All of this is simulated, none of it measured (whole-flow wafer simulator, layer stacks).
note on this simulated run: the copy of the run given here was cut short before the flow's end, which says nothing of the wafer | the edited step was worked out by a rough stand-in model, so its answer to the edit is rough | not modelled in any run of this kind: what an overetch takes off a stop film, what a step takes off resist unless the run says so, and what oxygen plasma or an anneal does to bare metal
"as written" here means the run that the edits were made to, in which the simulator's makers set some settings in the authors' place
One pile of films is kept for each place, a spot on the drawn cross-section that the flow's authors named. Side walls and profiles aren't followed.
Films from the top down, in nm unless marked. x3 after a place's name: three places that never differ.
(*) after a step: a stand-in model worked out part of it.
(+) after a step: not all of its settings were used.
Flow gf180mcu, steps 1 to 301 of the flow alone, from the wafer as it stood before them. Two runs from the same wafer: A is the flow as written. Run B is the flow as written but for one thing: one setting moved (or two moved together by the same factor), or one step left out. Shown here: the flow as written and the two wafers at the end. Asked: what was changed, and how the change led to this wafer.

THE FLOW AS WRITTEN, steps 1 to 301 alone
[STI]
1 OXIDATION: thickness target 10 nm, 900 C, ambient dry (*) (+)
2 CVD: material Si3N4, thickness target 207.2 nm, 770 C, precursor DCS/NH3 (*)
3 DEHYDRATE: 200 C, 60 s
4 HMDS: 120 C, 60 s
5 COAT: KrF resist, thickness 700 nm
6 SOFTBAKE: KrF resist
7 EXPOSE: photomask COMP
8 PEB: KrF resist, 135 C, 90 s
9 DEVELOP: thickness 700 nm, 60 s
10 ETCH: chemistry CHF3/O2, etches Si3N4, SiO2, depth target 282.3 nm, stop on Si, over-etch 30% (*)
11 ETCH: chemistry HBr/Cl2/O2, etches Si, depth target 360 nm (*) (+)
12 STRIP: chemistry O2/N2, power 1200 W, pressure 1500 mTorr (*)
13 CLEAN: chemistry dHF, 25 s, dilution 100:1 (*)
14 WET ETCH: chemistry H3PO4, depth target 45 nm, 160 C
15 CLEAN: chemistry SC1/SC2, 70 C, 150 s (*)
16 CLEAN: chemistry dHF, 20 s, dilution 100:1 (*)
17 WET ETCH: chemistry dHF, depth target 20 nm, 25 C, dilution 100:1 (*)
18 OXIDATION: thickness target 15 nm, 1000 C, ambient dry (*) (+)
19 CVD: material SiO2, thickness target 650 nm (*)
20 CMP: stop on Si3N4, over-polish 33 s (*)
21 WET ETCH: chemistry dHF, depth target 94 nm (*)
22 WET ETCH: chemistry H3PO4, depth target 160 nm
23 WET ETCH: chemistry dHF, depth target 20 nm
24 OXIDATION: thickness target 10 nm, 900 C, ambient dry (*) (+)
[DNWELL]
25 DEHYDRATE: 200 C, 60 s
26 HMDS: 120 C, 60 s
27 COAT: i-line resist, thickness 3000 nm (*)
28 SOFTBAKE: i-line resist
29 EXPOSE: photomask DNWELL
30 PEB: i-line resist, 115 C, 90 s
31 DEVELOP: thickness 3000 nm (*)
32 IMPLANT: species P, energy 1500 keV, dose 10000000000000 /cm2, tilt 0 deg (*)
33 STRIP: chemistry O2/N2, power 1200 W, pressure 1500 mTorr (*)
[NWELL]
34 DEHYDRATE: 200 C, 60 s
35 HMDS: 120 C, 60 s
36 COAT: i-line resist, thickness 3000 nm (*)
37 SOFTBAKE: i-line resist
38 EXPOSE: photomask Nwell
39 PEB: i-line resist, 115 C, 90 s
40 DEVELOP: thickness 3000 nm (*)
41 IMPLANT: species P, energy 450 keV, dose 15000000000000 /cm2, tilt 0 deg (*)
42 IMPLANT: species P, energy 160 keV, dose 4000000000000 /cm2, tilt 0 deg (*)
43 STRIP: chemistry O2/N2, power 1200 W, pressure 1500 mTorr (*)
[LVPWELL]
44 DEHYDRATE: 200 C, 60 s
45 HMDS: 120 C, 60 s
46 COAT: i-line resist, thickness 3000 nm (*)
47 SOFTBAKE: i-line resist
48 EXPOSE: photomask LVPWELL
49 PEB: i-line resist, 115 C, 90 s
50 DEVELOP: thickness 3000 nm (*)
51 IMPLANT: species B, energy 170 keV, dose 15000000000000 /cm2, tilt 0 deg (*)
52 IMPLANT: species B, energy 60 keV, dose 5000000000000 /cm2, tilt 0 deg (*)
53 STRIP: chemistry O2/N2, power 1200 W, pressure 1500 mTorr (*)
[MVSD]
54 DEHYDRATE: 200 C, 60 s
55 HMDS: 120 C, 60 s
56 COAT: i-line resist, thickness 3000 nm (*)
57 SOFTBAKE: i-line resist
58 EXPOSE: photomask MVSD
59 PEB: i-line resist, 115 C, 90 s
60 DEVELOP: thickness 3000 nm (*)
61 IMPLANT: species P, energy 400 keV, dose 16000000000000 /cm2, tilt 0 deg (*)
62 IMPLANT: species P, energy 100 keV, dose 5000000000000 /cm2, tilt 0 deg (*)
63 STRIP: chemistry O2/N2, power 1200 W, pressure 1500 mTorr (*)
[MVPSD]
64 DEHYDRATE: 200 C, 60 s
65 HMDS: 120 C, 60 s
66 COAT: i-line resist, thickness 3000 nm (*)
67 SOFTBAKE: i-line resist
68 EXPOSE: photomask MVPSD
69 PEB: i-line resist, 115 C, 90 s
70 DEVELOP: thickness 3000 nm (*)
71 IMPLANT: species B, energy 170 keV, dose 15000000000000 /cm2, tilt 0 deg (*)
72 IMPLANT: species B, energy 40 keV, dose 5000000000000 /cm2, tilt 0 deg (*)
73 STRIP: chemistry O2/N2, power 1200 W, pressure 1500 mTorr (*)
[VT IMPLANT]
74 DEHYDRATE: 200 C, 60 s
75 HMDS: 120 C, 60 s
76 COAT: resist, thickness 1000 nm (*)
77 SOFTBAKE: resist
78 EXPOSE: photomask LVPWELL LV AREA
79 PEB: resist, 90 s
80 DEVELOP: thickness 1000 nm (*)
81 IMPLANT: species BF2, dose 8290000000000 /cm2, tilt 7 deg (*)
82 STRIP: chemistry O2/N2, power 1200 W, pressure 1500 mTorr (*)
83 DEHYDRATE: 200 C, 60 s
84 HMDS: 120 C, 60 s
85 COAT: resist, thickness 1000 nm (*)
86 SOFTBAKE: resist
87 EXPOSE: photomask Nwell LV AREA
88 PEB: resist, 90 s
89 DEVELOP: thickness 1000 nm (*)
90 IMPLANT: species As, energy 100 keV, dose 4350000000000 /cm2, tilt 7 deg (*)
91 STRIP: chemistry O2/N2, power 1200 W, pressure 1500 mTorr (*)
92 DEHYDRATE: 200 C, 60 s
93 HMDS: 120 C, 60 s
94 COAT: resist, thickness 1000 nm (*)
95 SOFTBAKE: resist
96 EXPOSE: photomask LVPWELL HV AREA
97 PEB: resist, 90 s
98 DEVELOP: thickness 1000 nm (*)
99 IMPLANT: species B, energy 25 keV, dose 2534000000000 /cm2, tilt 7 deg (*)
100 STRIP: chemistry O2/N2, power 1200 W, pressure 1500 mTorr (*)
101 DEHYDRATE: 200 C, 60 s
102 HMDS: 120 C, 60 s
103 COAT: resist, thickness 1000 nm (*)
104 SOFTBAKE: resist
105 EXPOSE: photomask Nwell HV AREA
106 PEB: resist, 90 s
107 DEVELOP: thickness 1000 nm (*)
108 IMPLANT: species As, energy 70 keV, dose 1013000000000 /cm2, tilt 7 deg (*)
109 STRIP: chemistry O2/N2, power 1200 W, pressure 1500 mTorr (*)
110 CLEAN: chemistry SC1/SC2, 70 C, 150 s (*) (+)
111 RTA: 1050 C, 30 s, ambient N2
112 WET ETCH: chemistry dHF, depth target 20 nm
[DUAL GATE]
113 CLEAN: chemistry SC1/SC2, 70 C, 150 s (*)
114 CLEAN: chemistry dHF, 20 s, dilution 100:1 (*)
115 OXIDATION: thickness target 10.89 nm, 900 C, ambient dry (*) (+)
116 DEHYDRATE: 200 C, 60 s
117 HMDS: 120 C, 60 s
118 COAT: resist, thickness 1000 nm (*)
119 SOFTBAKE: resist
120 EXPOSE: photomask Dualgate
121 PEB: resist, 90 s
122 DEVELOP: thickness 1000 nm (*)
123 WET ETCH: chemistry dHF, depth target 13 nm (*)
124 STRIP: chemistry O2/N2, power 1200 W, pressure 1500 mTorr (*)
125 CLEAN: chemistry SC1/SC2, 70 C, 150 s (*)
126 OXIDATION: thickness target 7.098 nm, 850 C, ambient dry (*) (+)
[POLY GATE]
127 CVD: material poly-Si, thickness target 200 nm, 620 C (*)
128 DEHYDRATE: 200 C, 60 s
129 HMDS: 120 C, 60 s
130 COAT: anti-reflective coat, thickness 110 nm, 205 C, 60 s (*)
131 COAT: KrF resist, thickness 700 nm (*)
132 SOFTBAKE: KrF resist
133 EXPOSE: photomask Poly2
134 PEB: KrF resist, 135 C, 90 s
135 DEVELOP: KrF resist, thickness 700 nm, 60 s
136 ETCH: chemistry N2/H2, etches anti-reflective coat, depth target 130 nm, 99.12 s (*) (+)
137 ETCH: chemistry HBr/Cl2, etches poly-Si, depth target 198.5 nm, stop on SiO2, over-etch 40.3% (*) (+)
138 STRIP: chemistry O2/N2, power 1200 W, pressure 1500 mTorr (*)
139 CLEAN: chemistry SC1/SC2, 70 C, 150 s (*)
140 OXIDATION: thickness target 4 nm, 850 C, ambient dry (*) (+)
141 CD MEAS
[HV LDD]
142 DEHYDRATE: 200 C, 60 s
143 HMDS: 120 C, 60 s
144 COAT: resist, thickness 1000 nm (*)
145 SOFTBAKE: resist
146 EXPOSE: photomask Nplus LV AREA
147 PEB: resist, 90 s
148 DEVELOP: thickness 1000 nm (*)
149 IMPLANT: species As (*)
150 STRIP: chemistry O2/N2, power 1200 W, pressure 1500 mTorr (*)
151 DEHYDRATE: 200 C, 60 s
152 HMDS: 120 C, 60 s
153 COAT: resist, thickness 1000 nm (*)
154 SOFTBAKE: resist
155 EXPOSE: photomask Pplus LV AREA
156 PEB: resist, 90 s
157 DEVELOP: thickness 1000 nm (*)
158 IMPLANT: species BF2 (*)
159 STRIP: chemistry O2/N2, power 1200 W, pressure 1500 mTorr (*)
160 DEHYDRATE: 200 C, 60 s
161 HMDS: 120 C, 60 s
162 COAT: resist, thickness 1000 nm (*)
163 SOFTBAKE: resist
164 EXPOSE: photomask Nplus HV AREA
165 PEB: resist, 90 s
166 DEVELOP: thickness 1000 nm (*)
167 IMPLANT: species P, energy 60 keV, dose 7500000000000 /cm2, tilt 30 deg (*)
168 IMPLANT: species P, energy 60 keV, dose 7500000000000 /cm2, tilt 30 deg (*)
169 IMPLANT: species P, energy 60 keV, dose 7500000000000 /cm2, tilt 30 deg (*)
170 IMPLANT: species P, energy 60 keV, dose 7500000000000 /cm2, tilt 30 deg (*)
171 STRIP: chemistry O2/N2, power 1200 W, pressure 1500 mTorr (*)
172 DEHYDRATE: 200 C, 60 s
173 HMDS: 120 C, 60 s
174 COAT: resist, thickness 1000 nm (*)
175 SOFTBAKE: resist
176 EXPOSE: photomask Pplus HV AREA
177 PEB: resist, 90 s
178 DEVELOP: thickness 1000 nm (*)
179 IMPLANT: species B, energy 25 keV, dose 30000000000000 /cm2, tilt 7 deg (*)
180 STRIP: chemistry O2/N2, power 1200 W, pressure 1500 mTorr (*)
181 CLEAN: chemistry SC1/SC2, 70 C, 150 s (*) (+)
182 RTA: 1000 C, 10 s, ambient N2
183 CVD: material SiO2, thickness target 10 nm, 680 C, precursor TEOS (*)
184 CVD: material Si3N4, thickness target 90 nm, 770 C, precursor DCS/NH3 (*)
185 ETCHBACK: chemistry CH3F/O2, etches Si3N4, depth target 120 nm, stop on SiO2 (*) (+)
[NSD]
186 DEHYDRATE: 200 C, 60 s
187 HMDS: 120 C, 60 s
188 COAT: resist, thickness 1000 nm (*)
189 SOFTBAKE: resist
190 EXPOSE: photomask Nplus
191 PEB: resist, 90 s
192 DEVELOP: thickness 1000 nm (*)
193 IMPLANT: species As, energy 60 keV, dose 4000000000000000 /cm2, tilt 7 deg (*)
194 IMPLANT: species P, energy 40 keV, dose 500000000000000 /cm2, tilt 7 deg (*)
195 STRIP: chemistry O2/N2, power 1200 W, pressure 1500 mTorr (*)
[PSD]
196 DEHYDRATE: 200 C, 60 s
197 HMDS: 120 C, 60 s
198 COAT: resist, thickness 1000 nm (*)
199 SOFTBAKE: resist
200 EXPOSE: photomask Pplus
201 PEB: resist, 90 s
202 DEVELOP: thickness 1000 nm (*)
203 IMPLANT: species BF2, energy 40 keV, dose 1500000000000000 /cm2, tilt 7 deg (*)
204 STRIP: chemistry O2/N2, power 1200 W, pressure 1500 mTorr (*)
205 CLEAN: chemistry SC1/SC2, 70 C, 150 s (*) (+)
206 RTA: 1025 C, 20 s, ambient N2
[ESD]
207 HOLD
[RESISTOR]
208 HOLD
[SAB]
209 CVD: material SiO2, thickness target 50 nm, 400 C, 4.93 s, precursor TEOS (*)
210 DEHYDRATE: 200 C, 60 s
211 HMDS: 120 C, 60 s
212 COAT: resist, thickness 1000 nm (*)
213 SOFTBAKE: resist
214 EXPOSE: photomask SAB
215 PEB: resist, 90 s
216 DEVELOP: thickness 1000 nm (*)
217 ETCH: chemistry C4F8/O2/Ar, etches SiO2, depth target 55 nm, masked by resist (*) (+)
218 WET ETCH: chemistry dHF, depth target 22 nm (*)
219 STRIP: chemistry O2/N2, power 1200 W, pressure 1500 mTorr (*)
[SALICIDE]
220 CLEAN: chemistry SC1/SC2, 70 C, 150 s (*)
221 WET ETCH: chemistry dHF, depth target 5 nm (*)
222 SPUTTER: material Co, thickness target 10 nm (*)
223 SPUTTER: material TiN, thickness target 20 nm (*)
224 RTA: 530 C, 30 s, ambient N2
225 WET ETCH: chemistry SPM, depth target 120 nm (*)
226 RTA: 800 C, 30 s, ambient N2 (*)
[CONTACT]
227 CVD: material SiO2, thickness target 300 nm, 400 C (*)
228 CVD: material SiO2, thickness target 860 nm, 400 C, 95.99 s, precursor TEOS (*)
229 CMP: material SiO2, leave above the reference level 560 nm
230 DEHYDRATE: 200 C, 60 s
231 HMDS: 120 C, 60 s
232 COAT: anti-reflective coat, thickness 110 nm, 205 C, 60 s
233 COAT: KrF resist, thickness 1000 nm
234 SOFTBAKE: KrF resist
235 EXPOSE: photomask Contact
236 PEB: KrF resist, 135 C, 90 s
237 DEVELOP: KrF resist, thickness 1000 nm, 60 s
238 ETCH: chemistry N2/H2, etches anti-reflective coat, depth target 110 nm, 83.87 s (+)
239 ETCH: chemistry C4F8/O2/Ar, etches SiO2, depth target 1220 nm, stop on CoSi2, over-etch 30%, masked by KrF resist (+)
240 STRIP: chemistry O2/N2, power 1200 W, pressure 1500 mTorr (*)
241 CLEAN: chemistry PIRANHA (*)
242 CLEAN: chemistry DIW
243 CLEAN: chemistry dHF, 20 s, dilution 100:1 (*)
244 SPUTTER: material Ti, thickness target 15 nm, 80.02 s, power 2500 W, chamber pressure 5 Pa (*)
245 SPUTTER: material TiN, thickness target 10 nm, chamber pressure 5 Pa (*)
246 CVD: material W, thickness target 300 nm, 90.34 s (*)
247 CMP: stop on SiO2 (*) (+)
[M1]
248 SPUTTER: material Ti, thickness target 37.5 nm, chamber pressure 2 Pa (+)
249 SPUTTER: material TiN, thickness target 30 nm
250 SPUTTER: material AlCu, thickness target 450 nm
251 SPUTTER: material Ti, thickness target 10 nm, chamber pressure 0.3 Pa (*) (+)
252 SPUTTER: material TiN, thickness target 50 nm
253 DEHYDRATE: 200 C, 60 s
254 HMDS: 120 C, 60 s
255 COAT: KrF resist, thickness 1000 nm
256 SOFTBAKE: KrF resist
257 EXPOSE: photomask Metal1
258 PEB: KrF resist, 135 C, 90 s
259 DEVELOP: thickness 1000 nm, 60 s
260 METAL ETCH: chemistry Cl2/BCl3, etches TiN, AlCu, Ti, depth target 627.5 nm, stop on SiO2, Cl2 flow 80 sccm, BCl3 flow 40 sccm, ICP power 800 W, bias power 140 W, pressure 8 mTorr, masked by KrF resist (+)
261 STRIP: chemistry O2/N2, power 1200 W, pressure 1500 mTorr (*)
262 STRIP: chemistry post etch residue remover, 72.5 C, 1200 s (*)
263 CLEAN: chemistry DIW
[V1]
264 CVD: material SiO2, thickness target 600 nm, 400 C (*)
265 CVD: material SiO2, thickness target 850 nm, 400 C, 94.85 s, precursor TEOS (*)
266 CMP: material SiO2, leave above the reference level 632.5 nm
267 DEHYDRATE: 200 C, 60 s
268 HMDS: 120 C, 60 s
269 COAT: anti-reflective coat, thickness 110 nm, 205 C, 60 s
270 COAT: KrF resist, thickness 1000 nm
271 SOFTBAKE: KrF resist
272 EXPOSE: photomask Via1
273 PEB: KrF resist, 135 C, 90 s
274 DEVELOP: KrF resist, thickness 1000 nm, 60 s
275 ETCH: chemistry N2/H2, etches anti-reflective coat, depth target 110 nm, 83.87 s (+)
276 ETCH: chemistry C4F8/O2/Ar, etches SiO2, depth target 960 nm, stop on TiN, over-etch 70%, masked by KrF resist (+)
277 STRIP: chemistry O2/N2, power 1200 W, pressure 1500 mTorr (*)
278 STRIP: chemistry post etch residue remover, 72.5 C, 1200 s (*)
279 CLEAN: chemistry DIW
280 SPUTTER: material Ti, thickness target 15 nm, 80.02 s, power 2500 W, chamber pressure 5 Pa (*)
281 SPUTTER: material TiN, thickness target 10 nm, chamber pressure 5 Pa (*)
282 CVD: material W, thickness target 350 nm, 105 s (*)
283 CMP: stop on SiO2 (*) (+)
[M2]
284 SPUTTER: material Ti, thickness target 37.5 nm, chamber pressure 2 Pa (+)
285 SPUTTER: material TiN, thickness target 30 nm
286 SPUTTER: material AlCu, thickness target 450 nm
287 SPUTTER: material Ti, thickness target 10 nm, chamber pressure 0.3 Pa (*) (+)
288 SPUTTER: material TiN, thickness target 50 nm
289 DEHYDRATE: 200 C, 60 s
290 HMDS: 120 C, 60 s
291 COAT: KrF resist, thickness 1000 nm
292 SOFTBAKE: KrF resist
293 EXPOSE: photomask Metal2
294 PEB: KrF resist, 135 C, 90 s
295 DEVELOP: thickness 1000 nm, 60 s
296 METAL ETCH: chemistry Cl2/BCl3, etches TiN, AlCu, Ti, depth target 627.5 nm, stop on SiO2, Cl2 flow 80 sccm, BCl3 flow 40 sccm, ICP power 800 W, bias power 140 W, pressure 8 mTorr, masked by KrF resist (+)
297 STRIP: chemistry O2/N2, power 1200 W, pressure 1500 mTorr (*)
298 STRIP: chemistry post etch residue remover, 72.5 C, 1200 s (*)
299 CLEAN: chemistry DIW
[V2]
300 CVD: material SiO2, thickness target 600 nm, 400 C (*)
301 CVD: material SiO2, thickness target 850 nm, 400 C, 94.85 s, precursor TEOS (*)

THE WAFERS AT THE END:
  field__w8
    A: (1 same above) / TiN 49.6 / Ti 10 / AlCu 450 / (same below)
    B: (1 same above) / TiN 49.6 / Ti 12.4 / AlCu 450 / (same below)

The cause: step 287, SPUTTER: thickness target 12.4 nm was run, where the flow has thickness target 10 nm.
It can be read off the wafer: field__w8 has Ti 12.4, and step 287 as written asks for 10 nm.

How the change led to this, step by step:
  287 SPUTTER: material Ti, thickness target 10 nm, chamber pressure 0.3 Pa (*) (+)
      field, field__w1, field__w2 and 108 more: A Ti +10 (new film) | B Ti +12.4 (new film)
  296 METAL ETCH: chemistry Cl2/BCl3, etches TiN, AlCu, Ti, depth target 627.5 nm, stop on SiO2, Cl2 flow 80 sccm, BCl3 flow 40 sccm, ICP power 800 W, bias power 140 W, pressure 8 mTorr, masked by KrF resist (+)
      field, field__w1, field__w2 and 103 more: A TiN -50 (all of it), Ti -10 (all of it), AlCu -450 (all of it), TiN -30 (all of it), Ti -37.5 (all of it) | B TiN -50 (all of it), Ti -12.4 (all of it), AlCu -450 (all of it), TiN -30 (all of it), Ti -37.5 (all of it)
